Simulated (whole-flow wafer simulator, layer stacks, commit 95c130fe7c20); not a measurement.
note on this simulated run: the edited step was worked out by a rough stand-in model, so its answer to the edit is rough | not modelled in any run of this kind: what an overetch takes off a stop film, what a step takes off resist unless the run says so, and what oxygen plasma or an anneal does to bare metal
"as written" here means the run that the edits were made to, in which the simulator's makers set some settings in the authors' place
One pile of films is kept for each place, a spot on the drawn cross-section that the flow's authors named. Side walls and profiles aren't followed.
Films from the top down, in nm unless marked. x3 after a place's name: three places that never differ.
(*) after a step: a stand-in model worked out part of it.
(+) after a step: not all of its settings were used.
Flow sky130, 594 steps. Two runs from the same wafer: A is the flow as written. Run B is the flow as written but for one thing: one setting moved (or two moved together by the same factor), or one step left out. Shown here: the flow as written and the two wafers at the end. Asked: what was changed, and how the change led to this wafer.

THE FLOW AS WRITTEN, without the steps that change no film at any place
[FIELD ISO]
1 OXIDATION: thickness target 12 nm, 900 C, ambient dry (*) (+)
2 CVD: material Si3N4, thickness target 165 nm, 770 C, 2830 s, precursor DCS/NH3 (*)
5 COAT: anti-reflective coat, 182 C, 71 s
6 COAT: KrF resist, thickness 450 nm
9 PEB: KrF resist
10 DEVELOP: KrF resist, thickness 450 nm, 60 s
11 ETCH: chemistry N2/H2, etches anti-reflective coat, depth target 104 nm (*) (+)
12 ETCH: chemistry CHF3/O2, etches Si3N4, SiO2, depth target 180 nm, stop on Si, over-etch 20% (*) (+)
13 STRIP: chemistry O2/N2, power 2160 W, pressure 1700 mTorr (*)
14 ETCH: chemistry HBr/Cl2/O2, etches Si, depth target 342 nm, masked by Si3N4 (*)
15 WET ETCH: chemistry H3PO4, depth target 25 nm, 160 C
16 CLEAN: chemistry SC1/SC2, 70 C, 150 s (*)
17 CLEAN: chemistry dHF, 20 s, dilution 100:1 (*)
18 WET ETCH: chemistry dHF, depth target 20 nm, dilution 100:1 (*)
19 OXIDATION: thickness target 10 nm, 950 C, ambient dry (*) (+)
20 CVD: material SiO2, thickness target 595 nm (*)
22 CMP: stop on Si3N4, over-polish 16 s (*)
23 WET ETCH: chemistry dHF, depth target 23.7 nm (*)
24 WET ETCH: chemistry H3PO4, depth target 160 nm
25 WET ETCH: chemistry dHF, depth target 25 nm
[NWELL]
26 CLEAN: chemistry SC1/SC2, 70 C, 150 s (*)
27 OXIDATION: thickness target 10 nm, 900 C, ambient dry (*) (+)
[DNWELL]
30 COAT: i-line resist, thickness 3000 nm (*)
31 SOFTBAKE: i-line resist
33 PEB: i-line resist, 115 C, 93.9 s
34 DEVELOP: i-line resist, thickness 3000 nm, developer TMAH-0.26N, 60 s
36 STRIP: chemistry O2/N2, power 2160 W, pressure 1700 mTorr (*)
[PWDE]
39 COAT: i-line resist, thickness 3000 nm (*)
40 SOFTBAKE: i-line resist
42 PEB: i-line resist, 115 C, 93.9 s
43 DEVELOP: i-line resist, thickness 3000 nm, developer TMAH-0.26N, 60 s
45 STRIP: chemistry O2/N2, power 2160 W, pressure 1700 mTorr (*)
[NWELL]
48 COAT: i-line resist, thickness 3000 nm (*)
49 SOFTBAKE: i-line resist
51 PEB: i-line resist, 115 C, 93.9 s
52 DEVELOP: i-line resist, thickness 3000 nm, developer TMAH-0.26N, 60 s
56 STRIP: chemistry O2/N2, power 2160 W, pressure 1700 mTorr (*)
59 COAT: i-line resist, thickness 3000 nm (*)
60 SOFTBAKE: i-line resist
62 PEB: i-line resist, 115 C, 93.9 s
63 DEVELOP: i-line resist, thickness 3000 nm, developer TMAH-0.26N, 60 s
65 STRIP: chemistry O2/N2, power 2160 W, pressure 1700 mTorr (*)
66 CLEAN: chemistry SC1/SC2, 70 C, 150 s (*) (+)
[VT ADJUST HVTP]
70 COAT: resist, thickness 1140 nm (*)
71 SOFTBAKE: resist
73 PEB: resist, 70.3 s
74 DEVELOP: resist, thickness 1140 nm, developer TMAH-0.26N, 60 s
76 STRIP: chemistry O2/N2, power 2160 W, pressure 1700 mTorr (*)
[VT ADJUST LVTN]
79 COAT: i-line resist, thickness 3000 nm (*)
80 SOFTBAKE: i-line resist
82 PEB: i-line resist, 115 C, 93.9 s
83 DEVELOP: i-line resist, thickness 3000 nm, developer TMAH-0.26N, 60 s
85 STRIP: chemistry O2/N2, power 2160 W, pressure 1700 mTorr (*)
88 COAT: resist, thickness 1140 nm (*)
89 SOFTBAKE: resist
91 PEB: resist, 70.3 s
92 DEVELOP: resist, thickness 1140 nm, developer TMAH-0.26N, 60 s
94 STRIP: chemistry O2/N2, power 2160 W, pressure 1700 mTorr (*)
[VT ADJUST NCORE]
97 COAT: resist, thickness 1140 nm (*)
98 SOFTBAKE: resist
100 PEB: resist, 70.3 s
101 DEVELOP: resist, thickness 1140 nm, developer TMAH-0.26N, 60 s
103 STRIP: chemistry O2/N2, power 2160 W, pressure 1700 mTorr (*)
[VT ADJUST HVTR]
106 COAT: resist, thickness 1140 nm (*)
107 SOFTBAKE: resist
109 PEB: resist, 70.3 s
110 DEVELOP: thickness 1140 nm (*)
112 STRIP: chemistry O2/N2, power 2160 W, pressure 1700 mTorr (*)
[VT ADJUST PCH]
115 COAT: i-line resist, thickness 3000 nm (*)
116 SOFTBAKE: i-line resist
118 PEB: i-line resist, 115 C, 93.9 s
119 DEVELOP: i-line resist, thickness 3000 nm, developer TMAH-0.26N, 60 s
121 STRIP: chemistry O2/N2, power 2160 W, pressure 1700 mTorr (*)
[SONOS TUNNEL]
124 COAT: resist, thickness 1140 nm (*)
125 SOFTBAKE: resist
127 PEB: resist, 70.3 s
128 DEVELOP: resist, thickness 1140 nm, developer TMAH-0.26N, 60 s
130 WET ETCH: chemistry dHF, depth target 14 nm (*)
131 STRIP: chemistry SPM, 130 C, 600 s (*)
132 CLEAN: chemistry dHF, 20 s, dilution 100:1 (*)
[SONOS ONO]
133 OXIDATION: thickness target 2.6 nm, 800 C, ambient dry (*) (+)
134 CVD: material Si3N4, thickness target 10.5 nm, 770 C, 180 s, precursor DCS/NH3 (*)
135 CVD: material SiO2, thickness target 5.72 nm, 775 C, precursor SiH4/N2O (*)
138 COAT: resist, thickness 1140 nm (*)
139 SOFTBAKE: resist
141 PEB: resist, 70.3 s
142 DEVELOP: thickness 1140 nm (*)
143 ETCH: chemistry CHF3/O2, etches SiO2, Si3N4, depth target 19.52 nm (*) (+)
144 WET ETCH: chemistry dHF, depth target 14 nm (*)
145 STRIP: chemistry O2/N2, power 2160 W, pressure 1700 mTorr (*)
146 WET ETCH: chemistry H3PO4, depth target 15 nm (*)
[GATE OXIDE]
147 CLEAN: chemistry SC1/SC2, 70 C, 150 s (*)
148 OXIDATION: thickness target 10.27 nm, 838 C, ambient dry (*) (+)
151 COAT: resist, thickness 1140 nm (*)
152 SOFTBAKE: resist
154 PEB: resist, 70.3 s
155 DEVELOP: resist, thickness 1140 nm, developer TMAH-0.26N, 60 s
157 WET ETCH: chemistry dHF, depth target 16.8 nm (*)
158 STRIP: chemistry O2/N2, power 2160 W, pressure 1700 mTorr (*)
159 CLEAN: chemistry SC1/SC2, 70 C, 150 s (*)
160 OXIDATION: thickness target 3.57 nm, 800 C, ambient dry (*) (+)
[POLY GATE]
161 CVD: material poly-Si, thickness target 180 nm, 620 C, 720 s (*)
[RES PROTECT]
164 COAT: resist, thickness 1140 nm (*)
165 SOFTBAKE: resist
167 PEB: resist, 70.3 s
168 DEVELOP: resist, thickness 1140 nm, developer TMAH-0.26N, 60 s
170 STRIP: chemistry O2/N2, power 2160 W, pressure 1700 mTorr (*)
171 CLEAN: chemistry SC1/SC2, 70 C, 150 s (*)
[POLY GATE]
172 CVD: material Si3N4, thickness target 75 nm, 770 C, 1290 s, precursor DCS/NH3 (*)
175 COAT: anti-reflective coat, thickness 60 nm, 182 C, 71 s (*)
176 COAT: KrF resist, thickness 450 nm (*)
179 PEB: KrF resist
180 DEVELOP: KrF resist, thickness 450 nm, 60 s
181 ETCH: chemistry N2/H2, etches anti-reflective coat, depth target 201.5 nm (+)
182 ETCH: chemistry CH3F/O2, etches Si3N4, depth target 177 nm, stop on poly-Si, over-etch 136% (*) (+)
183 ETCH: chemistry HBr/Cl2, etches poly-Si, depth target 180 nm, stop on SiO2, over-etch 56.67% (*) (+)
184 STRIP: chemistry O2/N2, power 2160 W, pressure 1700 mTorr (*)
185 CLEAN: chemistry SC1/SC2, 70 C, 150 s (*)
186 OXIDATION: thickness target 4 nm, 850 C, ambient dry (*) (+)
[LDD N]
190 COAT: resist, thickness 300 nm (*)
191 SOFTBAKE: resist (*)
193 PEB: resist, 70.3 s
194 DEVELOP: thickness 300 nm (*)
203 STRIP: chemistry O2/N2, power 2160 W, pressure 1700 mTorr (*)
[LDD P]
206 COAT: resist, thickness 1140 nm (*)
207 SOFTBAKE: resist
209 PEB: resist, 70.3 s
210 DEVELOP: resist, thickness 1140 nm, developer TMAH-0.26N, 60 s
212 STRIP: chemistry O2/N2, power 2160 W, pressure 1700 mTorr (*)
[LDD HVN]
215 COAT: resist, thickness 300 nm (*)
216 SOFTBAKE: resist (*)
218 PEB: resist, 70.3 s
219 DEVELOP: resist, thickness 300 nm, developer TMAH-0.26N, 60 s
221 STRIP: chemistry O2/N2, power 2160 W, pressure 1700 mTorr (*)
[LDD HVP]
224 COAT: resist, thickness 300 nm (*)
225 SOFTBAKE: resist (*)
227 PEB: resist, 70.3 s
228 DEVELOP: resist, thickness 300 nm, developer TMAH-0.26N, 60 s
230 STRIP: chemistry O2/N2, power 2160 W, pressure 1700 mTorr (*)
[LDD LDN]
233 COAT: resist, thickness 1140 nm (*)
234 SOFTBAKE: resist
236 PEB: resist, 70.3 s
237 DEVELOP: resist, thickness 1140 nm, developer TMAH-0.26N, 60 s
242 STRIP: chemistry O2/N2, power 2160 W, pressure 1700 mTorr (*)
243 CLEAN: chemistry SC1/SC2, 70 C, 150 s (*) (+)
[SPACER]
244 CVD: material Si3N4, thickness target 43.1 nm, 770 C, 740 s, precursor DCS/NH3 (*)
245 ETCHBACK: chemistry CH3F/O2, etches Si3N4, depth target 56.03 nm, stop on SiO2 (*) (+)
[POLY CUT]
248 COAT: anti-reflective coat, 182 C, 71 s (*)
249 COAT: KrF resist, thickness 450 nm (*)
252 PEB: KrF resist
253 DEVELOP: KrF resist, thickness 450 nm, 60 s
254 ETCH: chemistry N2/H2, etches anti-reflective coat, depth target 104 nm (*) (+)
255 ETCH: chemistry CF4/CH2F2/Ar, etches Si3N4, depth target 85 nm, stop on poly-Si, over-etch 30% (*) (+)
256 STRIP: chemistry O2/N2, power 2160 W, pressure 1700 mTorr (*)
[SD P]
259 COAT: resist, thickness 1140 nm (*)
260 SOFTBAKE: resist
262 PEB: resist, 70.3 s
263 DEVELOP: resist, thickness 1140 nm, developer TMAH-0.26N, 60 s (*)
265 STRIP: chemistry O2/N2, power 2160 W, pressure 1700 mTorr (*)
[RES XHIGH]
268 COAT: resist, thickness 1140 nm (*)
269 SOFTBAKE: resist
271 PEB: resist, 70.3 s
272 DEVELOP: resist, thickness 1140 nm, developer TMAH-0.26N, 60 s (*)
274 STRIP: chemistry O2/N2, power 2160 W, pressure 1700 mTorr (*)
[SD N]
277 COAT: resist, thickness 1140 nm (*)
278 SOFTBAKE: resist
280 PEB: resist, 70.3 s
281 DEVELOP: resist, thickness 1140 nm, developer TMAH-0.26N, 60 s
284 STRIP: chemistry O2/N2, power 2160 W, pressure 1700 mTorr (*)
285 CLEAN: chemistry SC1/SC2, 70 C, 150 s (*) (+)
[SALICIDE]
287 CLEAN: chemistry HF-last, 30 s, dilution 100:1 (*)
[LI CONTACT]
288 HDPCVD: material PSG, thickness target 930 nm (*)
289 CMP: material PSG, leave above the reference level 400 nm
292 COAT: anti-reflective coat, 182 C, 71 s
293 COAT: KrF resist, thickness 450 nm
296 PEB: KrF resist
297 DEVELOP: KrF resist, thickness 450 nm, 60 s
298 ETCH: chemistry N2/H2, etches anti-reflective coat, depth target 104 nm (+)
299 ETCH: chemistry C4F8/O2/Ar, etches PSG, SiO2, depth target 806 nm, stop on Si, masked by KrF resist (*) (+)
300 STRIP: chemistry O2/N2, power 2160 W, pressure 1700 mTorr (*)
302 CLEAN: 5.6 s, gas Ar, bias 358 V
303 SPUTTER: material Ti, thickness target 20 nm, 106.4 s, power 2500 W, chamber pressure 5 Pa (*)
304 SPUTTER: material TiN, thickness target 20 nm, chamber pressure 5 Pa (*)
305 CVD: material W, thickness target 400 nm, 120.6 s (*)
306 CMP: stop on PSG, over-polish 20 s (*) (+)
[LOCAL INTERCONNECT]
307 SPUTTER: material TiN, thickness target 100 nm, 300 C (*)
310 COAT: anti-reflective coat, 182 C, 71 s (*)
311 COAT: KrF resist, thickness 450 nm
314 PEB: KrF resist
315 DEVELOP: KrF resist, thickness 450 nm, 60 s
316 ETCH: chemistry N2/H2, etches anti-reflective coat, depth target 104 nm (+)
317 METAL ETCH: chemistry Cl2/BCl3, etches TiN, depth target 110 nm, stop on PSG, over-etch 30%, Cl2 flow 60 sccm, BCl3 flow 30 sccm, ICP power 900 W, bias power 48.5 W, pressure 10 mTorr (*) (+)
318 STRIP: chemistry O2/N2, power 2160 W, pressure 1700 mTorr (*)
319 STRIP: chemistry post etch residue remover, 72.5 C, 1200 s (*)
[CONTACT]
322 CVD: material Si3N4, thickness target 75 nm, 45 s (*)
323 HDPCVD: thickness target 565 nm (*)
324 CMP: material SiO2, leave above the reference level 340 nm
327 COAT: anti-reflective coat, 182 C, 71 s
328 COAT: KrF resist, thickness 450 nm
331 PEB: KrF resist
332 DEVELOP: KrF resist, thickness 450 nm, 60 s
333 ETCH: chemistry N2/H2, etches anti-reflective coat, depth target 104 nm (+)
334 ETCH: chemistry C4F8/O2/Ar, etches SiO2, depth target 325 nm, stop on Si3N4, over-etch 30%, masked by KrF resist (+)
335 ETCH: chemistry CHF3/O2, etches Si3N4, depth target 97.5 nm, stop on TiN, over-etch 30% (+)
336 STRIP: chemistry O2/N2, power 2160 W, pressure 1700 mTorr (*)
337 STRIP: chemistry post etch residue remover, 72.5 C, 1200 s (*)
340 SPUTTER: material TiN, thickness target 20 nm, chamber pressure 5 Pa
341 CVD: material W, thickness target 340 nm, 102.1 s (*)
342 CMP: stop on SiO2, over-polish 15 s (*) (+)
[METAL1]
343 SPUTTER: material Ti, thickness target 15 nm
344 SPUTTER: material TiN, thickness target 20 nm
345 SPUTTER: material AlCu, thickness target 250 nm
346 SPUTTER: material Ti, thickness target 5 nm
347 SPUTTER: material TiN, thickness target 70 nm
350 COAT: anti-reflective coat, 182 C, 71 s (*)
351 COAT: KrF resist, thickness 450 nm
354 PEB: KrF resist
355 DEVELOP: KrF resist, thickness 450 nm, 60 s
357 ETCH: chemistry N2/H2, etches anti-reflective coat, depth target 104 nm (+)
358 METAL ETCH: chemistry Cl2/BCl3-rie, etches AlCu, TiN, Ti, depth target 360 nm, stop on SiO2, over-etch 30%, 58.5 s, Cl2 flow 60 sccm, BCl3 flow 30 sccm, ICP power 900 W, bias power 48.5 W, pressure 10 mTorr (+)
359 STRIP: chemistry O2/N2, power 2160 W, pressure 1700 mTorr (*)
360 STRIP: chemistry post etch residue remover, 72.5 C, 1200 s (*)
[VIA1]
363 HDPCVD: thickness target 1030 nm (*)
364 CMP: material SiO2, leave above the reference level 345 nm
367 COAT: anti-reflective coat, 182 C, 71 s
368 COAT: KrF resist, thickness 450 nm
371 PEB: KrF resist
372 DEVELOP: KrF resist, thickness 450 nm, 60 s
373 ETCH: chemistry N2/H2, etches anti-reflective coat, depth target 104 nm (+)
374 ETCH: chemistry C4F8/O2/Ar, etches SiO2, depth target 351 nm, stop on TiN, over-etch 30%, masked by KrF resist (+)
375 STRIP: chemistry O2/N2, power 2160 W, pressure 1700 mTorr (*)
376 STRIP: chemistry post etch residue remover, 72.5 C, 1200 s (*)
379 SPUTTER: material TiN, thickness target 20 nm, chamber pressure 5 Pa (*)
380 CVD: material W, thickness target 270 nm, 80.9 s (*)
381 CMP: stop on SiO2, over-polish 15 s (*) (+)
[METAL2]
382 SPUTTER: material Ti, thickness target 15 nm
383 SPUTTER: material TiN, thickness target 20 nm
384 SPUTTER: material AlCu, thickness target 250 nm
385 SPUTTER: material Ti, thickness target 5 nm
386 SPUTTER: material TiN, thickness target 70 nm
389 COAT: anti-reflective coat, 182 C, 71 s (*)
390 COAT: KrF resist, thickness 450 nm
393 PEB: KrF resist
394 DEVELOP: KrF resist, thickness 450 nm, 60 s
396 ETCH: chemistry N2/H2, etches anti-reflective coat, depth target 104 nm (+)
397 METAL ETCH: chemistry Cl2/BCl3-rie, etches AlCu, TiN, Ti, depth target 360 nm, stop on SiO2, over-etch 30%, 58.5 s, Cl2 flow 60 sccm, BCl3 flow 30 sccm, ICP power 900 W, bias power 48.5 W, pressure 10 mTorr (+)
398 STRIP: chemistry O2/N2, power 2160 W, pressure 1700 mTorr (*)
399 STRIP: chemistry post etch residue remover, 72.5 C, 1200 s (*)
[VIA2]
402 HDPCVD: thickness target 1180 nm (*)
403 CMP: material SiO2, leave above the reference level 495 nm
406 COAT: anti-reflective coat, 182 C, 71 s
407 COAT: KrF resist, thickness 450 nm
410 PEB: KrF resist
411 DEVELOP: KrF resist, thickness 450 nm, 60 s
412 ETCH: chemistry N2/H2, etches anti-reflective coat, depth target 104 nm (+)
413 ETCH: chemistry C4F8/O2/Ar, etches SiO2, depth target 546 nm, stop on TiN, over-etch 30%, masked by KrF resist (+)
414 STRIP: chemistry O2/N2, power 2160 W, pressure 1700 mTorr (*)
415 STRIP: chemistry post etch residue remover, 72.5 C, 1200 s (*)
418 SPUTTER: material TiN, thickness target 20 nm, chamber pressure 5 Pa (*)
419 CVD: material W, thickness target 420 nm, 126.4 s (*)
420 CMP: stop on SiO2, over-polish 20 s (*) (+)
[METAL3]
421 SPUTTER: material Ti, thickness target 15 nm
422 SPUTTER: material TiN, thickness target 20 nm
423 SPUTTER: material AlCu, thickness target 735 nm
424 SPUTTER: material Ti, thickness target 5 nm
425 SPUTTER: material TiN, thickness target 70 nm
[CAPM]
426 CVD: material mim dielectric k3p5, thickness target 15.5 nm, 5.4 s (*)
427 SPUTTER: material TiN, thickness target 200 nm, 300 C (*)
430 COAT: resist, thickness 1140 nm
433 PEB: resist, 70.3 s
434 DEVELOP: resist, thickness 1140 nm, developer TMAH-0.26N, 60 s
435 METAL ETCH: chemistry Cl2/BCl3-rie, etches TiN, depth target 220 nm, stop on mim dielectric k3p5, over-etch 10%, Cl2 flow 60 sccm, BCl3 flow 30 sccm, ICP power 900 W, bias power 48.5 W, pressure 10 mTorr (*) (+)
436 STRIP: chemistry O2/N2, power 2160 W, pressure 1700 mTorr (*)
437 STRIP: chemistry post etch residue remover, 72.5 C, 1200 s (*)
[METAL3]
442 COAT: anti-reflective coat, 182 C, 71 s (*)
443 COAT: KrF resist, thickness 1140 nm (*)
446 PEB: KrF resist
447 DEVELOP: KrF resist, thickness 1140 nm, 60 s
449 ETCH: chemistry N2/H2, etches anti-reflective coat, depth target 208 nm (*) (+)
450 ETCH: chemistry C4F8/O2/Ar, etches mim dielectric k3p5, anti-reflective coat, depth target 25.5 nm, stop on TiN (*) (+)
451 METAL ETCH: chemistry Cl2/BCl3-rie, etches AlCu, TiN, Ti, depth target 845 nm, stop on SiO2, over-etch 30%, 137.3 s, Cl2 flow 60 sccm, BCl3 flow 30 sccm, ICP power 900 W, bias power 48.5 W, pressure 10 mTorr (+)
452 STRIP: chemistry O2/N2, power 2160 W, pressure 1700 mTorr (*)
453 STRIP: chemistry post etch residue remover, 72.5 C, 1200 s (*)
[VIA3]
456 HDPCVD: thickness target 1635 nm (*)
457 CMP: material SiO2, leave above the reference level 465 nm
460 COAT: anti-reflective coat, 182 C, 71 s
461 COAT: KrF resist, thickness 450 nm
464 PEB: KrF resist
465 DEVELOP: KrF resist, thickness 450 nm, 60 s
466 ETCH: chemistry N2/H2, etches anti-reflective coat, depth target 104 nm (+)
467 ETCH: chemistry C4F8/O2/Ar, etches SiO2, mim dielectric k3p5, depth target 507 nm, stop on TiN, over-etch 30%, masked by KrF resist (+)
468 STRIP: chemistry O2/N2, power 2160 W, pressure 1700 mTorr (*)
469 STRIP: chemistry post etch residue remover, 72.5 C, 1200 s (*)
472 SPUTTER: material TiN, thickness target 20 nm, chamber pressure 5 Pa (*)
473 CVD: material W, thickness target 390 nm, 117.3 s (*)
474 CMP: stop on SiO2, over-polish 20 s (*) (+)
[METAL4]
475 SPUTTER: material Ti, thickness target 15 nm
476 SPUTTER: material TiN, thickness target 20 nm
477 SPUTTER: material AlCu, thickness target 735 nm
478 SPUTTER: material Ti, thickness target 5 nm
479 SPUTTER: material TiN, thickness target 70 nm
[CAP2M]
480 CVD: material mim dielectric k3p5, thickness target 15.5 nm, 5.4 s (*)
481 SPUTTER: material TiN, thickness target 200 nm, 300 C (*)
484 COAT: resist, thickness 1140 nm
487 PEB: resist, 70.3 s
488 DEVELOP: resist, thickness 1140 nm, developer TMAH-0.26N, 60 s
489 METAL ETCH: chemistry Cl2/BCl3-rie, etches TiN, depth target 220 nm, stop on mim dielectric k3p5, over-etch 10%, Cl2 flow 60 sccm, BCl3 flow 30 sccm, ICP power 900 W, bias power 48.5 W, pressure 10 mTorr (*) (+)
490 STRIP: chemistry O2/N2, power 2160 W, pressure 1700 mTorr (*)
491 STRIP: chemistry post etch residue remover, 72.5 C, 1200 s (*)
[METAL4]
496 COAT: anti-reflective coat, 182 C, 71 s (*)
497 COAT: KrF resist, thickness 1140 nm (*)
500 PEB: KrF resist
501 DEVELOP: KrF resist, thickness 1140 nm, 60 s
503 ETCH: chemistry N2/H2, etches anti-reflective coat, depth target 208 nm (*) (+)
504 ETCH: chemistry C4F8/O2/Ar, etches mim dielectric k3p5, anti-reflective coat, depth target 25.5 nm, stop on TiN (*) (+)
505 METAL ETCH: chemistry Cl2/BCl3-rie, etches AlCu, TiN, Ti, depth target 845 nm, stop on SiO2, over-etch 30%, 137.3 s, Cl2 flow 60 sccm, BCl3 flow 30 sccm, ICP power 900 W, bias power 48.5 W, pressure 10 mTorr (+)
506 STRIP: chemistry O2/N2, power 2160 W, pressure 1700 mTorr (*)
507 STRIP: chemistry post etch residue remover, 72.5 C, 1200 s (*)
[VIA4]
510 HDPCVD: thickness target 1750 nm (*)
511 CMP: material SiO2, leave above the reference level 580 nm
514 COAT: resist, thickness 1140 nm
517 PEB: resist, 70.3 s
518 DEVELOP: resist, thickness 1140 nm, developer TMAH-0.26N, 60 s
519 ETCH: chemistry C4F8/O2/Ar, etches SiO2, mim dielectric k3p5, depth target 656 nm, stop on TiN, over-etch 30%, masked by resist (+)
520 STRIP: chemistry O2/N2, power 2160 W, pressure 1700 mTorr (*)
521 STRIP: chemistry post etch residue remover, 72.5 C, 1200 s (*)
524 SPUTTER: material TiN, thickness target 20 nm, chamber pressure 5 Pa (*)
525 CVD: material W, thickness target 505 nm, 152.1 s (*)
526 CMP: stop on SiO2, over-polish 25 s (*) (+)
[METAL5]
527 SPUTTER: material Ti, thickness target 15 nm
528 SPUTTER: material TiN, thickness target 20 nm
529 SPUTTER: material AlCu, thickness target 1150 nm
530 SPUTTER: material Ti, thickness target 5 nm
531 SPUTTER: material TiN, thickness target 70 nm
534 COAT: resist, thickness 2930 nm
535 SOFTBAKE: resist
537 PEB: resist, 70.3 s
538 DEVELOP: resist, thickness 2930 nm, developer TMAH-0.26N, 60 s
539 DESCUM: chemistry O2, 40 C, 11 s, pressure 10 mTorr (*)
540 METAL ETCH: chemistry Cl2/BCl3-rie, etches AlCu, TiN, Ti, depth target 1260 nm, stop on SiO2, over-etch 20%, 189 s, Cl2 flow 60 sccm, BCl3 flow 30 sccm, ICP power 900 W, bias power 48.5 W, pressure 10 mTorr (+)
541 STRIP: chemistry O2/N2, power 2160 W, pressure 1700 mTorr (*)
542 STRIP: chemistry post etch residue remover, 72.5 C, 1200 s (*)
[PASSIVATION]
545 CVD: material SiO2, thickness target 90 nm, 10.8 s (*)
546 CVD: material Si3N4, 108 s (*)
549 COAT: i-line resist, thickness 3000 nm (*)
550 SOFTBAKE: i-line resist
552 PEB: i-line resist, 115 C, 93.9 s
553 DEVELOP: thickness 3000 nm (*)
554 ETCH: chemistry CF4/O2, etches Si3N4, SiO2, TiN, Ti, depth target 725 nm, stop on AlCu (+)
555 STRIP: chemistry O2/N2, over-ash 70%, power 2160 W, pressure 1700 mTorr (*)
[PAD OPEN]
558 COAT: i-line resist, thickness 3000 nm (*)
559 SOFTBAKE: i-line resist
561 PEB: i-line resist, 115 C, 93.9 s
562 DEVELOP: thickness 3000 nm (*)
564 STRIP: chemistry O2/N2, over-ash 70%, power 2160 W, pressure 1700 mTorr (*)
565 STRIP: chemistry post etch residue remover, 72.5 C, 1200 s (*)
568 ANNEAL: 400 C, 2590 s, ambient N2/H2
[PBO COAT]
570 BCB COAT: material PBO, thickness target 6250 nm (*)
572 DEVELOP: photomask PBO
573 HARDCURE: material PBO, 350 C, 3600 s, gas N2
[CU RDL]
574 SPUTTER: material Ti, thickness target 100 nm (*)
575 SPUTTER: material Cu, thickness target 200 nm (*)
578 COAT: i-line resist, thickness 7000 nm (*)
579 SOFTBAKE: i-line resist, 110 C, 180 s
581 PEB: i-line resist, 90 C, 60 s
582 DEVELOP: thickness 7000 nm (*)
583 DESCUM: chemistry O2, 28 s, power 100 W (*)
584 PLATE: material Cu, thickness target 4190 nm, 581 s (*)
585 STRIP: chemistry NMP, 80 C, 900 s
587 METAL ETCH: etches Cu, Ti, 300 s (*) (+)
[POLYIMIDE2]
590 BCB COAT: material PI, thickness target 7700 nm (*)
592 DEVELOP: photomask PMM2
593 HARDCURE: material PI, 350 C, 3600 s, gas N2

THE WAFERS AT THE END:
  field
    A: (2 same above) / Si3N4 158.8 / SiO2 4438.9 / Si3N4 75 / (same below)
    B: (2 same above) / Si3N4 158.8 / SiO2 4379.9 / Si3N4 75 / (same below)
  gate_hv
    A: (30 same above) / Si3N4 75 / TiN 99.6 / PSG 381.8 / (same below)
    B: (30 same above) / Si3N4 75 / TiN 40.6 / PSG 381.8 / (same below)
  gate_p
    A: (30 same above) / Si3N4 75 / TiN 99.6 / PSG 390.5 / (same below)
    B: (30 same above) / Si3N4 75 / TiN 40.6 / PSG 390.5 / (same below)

The cause: step 307, SPUTTER: thickness target 41 nm was run, where the flow has thickness target 100 nm.

How the change led to this, step by step:
  307 SPUTTER: material TiN, thickness target 100 nm, 300 C (*)
      field, active, n_well and 188 more: A TiN +100 (new film) | B TiN +41 (new film)
  317 METAL ETCH: chemistry Cl2/BCl3, etches TiN, depth target 110 nm, stop on PSG, over-etch 30%, Cl2 flow 60 sccm, BCl3 flow 30 sccm, ICP power 900 W, bias power 48.5 W, pressure 10 mTorr (*) (+)
      n_well, p_well, gate_hv and 97 more: A KrF resist -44 | B KrF resist -20.6
      field, active, gate and 88 more: A TiN -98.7 (all of it) | B TiN -39.7 (all of it)
  318 STRIP: chemistry O2/N2, power 2160 W, pressure 1700 mTorr (*)
      n_well, p_well, gate_hv and 93 more: A KrF resist -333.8 (all of it), anti-reflective coat -80 (all of it) | B KrF resist -357.2 (all of it), anti-reflective coat -80 (all of it)
      poly_licon, ndiff_licon_cpp, rpo_hd_licon: A KrF resist -333.9 (all of it), anti-reflective coat -80.5 (all of it) | B KrF resist -357.2 (all of it), anti-reflective coat -80.5 (all of it)
      (and at 1 more place)
  324 CMP: material SiO2, leave above the reference level 340 nm
      field, active, gate and 88 more: A SiO2 -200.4 | B SiO2 -259.4
